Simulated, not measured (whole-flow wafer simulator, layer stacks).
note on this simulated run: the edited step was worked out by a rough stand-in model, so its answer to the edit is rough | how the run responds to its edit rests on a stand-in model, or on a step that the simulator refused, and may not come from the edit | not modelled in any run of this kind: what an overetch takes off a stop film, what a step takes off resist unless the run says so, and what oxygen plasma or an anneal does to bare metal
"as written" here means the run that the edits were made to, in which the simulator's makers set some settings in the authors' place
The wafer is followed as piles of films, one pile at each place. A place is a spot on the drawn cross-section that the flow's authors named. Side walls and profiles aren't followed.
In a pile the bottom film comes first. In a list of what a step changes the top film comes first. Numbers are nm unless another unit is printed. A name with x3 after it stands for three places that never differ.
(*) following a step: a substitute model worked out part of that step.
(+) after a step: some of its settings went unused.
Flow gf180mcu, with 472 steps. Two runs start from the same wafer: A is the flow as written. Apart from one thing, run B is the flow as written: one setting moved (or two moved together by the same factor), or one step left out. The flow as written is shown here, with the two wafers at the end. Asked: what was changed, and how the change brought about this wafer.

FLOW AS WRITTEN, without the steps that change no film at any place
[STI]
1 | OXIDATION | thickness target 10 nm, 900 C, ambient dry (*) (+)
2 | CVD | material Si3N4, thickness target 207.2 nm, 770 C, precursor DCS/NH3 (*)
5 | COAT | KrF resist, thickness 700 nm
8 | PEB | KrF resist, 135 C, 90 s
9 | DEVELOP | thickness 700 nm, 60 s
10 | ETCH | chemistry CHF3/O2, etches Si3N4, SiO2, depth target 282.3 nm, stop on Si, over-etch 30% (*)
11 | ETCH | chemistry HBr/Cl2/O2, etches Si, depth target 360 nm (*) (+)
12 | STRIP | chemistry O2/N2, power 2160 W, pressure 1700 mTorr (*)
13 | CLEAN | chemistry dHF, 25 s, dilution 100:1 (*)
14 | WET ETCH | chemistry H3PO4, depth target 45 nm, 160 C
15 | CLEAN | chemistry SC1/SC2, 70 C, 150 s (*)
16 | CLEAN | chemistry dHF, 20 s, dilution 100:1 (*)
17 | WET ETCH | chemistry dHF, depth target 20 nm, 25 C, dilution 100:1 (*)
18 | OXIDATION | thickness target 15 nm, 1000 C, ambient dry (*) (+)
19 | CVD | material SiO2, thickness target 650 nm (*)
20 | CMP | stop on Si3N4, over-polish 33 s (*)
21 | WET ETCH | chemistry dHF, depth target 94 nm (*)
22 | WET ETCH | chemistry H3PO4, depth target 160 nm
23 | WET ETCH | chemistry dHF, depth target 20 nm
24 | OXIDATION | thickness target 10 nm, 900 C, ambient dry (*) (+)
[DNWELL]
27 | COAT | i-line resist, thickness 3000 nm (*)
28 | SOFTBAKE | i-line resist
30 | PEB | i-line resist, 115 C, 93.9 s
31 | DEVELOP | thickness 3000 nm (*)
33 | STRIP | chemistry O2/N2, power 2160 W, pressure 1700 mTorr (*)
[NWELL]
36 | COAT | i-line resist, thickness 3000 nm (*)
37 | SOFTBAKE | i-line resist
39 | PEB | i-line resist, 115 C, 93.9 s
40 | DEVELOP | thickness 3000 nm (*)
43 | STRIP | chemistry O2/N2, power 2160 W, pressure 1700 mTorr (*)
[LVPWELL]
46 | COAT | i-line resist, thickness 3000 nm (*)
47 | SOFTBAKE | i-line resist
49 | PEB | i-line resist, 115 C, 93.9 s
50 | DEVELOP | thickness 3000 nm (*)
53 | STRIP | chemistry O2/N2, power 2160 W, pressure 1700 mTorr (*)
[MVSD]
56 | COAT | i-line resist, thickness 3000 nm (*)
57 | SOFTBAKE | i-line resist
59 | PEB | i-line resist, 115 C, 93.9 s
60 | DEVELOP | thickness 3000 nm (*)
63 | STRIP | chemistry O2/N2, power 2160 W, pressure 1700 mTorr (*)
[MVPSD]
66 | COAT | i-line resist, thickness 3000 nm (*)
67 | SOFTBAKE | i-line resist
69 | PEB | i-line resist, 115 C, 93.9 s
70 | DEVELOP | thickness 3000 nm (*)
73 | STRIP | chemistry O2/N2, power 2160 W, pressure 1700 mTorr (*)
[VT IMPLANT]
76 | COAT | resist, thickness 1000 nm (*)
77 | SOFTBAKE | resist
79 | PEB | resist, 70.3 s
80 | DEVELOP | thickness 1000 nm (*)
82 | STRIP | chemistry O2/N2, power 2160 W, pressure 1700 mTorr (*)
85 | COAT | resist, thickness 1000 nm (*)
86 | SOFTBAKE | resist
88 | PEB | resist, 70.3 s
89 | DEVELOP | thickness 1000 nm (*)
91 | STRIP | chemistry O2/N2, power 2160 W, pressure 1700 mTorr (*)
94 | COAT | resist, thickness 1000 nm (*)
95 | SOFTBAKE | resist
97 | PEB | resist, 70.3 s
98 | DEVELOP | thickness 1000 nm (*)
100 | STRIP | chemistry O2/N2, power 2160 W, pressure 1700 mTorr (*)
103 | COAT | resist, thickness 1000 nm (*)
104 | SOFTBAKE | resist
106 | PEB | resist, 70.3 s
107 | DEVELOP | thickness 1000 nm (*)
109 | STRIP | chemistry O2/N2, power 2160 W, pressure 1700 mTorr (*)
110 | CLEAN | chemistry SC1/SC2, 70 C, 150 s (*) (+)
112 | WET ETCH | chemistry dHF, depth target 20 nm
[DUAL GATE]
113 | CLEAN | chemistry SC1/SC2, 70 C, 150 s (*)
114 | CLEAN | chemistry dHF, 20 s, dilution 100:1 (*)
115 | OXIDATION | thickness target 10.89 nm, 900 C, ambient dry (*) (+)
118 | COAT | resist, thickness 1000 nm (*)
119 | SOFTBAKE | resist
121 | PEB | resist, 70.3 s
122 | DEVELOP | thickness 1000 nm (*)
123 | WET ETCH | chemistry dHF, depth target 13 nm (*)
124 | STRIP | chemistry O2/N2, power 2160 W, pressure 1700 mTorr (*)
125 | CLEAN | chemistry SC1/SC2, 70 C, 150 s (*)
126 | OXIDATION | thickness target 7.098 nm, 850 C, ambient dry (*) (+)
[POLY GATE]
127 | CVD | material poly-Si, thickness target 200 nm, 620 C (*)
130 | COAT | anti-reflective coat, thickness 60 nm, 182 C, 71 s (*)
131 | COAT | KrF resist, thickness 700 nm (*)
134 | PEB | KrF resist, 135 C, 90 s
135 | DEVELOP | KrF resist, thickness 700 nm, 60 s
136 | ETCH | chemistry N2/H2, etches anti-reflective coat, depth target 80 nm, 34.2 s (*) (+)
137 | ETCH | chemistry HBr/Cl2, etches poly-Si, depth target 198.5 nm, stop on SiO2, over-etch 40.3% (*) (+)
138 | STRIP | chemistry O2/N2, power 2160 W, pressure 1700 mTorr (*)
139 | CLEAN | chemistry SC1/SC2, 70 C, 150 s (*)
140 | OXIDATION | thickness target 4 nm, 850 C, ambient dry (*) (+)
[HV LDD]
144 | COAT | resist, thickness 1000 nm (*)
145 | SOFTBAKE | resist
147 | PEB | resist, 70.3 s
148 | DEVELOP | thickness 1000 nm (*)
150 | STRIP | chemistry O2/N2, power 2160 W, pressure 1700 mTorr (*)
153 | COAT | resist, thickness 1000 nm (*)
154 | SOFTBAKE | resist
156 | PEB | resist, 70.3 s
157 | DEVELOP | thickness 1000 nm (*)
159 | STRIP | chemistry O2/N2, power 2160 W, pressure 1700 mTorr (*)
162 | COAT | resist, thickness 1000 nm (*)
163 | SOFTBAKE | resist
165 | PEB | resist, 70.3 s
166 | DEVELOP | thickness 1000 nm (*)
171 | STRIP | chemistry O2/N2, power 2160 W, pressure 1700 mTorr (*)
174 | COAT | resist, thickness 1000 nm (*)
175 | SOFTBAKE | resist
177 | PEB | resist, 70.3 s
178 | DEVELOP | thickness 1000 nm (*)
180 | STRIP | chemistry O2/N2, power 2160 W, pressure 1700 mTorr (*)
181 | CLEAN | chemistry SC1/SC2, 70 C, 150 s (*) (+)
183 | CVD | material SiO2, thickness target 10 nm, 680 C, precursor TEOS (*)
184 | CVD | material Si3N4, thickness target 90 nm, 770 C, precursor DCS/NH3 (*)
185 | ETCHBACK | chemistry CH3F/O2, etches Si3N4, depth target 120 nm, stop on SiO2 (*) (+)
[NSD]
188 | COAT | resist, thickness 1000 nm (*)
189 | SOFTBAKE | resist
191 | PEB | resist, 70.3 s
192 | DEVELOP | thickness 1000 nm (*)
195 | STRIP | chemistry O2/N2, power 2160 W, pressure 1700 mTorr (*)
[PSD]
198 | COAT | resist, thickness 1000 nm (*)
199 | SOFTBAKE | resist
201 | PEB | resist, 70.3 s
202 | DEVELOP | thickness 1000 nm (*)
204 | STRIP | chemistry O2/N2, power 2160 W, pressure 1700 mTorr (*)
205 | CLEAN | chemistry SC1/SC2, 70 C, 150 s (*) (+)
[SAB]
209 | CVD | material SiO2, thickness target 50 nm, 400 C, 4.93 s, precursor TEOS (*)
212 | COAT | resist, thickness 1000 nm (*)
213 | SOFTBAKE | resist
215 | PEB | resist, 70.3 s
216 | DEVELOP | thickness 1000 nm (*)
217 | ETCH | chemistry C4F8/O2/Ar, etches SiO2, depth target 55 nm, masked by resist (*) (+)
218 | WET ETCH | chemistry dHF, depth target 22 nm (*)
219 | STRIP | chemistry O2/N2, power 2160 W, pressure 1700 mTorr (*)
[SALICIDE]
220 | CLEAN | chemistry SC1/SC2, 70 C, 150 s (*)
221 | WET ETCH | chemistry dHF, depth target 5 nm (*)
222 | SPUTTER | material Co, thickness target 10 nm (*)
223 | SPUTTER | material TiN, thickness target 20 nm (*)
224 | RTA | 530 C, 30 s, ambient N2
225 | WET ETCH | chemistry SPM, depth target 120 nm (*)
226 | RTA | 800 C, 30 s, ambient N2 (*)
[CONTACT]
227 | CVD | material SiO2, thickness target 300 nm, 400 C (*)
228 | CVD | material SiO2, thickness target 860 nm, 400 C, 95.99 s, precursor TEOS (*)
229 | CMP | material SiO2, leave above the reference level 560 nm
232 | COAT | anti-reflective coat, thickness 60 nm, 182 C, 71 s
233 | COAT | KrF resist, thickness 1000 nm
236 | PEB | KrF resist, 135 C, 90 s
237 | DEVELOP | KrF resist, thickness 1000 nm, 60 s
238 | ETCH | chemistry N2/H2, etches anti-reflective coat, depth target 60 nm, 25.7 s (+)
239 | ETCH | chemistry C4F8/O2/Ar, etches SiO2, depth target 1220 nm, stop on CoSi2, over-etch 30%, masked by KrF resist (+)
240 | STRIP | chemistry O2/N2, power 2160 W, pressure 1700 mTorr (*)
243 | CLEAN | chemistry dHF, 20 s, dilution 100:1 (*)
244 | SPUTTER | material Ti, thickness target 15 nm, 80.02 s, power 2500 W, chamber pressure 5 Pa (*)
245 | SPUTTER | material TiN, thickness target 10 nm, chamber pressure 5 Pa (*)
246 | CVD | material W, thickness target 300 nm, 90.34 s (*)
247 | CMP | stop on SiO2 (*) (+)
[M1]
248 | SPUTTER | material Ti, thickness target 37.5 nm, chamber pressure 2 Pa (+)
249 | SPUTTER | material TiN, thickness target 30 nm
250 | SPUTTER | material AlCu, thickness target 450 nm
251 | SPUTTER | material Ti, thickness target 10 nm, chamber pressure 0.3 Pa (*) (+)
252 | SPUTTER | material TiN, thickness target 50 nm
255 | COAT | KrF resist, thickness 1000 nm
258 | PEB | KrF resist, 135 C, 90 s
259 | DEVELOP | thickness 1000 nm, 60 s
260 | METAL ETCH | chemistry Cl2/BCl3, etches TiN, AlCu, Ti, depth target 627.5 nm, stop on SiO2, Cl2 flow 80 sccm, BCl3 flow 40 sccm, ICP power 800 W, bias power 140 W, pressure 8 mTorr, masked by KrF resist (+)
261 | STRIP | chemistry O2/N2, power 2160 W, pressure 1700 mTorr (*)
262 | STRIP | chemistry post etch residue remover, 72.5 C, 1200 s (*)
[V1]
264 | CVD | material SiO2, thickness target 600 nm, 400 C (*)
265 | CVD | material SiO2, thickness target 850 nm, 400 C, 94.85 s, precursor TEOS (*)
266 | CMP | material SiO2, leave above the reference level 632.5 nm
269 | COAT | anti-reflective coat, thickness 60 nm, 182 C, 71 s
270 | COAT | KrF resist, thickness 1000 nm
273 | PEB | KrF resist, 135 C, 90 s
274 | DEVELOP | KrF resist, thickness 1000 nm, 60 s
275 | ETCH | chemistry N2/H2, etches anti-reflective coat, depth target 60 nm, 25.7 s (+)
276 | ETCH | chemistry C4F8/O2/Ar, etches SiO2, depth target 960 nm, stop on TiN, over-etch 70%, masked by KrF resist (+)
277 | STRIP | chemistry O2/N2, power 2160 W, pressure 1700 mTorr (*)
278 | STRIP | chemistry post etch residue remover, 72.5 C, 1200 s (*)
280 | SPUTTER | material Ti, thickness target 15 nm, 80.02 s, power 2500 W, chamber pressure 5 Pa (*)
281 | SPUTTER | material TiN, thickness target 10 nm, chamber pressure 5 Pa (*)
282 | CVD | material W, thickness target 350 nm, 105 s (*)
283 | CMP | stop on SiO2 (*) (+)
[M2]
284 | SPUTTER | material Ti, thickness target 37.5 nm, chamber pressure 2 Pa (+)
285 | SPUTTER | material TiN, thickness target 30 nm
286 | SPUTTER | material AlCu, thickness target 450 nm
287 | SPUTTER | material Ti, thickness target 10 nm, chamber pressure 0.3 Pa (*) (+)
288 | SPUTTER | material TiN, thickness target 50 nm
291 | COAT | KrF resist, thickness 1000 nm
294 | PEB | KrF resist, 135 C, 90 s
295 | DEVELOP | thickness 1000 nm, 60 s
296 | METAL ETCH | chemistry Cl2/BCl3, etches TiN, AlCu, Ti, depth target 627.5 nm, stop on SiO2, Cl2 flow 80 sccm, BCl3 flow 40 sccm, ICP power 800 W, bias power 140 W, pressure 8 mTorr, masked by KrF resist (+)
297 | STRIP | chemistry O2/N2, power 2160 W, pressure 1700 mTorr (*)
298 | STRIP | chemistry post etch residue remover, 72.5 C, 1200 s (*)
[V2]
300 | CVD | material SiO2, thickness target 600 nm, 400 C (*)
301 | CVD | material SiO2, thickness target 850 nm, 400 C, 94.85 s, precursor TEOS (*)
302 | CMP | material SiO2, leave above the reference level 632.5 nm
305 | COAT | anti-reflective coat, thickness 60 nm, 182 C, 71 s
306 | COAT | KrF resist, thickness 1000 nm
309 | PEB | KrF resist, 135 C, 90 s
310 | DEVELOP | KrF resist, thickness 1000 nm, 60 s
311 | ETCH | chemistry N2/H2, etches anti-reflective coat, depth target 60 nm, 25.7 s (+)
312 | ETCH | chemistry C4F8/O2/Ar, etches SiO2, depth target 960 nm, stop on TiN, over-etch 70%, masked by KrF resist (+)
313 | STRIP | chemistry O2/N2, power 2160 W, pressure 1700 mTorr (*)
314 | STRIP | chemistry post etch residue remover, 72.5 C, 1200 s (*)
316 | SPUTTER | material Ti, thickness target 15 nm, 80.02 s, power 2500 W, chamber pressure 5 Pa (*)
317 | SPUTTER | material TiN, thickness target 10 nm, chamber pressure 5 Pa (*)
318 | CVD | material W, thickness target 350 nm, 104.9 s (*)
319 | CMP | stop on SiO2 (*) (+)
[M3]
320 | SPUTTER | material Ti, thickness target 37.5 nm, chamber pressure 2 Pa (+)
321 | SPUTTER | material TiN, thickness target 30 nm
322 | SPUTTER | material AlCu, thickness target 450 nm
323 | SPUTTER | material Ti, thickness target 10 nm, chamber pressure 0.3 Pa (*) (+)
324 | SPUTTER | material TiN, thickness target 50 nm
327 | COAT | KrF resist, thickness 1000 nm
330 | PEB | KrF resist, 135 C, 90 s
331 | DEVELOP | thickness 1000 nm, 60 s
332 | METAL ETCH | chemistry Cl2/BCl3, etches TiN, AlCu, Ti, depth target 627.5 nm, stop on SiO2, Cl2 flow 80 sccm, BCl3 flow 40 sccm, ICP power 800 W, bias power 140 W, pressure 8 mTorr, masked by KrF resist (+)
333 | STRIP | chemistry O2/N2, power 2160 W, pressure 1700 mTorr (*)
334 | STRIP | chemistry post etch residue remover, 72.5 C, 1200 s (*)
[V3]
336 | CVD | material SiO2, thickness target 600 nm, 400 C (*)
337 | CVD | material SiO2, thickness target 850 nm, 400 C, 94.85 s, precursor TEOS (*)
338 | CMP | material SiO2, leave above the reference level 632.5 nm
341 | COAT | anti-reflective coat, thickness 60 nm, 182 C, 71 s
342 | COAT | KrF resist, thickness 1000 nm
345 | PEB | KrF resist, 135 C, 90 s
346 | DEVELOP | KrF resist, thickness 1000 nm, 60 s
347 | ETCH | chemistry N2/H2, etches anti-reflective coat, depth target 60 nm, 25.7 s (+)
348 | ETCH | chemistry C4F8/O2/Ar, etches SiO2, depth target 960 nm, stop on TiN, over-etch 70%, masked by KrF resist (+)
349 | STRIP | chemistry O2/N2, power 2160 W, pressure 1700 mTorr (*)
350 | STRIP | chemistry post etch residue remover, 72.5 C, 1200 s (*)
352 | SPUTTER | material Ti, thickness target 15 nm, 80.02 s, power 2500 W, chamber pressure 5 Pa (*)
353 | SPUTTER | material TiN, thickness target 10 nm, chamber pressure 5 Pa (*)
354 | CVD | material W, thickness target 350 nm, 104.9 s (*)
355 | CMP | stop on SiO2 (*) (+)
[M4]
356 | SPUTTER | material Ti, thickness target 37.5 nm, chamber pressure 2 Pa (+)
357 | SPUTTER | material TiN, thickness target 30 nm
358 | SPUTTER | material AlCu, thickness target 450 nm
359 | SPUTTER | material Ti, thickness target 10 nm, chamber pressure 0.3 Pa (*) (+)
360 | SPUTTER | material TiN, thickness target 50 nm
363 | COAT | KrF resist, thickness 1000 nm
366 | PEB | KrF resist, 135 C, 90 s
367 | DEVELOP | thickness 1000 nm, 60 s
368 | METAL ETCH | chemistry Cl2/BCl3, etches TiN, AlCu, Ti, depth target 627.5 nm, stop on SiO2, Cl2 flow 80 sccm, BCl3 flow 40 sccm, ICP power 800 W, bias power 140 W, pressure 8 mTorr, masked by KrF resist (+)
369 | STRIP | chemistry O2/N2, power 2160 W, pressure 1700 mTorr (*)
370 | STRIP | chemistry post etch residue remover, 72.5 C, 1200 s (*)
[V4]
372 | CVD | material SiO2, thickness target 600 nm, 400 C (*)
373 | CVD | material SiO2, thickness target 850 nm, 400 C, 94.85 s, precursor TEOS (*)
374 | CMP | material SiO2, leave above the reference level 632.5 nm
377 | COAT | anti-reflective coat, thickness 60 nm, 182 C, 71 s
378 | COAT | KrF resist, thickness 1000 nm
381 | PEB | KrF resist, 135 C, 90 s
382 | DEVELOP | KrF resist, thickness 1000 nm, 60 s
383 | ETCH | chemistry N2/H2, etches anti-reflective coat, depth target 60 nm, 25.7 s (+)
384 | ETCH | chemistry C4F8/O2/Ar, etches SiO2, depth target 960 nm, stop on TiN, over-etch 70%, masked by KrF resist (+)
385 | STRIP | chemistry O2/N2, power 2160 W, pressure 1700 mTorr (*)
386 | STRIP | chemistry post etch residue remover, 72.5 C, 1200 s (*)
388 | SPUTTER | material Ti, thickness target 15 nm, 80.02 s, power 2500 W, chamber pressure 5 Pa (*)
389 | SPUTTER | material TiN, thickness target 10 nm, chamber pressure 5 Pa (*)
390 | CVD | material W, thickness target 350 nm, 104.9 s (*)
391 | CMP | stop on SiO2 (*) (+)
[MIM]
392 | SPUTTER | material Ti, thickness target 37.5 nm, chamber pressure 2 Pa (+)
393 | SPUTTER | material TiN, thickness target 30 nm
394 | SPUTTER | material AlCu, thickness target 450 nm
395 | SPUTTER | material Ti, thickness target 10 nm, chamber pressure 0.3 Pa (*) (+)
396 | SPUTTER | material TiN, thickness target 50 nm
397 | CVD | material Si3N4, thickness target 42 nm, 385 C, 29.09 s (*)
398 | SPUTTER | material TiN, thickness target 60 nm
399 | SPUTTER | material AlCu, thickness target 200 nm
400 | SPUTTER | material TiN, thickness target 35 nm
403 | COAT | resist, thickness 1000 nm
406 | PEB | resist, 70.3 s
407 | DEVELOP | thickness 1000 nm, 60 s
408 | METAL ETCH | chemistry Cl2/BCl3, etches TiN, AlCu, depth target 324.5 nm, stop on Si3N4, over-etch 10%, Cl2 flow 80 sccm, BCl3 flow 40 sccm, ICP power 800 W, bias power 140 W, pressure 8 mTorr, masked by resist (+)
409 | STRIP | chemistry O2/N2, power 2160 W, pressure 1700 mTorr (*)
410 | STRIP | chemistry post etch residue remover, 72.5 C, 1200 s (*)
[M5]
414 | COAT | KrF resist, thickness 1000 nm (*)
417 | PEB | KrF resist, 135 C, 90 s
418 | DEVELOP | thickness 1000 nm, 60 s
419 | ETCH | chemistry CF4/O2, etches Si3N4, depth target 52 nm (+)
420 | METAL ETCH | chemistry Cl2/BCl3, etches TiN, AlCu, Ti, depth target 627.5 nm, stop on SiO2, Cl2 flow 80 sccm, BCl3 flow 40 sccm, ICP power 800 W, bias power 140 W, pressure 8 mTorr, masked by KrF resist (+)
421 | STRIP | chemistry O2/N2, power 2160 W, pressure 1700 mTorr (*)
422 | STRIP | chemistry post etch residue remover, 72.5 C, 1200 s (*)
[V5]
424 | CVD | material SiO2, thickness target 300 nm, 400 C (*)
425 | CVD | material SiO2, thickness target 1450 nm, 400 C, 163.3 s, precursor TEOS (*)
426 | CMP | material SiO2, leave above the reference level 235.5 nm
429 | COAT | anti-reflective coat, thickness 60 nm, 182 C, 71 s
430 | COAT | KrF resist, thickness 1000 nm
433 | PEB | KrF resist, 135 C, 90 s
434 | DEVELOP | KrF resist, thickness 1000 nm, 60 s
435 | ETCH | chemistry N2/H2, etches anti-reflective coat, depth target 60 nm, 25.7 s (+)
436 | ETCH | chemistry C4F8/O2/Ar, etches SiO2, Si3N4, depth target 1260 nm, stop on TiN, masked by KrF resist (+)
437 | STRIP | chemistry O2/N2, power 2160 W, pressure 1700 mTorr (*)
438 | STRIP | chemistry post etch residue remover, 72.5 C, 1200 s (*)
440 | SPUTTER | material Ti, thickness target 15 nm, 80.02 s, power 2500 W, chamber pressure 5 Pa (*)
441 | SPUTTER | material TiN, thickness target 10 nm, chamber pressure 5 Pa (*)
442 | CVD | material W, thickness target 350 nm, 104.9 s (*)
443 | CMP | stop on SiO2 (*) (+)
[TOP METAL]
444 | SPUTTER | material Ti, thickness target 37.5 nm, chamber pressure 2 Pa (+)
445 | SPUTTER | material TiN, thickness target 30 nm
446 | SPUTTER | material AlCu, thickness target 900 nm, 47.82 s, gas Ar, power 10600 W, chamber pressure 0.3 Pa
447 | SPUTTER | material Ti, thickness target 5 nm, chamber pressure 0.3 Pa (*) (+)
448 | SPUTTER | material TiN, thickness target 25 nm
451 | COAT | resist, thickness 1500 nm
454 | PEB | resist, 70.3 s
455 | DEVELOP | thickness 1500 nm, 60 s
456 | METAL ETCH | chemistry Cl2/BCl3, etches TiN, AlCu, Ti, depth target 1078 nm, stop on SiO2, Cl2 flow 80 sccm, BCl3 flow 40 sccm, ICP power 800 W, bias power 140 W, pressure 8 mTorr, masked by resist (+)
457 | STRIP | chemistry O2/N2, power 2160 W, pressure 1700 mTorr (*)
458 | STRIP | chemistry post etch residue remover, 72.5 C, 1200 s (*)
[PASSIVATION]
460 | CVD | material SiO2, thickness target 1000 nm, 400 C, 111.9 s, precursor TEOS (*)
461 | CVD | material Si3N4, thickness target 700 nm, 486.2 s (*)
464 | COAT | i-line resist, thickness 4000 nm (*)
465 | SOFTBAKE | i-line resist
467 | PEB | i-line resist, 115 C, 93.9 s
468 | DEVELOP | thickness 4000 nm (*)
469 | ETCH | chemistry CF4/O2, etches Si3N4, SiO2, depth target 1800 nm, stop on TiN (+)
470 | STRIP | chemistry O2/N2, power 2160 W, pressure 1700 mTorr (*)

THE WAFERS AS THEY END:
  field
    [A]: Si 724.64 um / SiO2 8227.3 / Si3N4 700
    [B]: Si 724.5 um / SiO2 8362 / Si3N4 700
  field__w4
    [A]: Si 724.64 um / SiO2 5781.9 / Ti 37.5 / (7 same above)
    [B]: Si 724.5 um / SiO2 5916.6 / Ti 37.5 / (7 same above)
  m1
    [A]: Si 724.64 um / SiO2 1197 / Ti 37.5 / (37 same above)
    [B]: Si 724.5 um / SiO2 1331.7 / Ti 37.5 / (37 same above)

What caused this: step 11, ETCH: depth target 495 nm was run, though the flow has depth target 360 nm.

The path from the change to this, step by step:
  11 | ETCH | chemistry HBr/Cl2/O2, etches Si, depth target 360 nm (*) (+)
      active, n_well, p_well and 40 more: A -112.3 KrF resist | B -157.3 KrF resist
      field, field_sub, sti and 34 more: A -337 Si | B -472 Si
  12 | STRIP | chemistry O2/N2, power 2160 W, pressure 1700 mTorr (*)
      active, n_well, p_well and 40 more: A -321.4 KrF resist (all of it) | B -276.4 KrF resist (all of it)
  19 | CVD | material SiO2, thickness target 650 nm (*)
      m1, ld_fp_n, ld_drift_n and 8 more: A +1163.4 SiO2 | B +1298.4 SiO2
  20 | CMP | stop on Si3N4, over-polish 33 s (*)
      sti, mim_1p0, pad and 11 more: A -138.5 SiO2 | B -3.48 SiO2
      nw_enc_fld, nw_enc_fld_lv: A -142.5 SiO2 | B -7.51 SiO2
      (also at 10 further places)
  189 | SOFTBAKE | resist
      active_hv: A +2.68 resist | B -0.48 resist
  199 | SOFTBAKE | resist
      active_hv: A +2.68 resist | B -0.48 resist
  223 | SPUTTER | material TiN, thickness target 20 nm (*)
      field__w12: A +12 TiN (new film) | B +12.6 TiN (new film)
  225 | WET ETCH | chemistry SPM, depth target 120 nm (*)
      field__w12: A -12 TiN (all of it), -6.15 Co (all of it) | B -12.6 TiN (all of it), -6.15 Co (all of it)
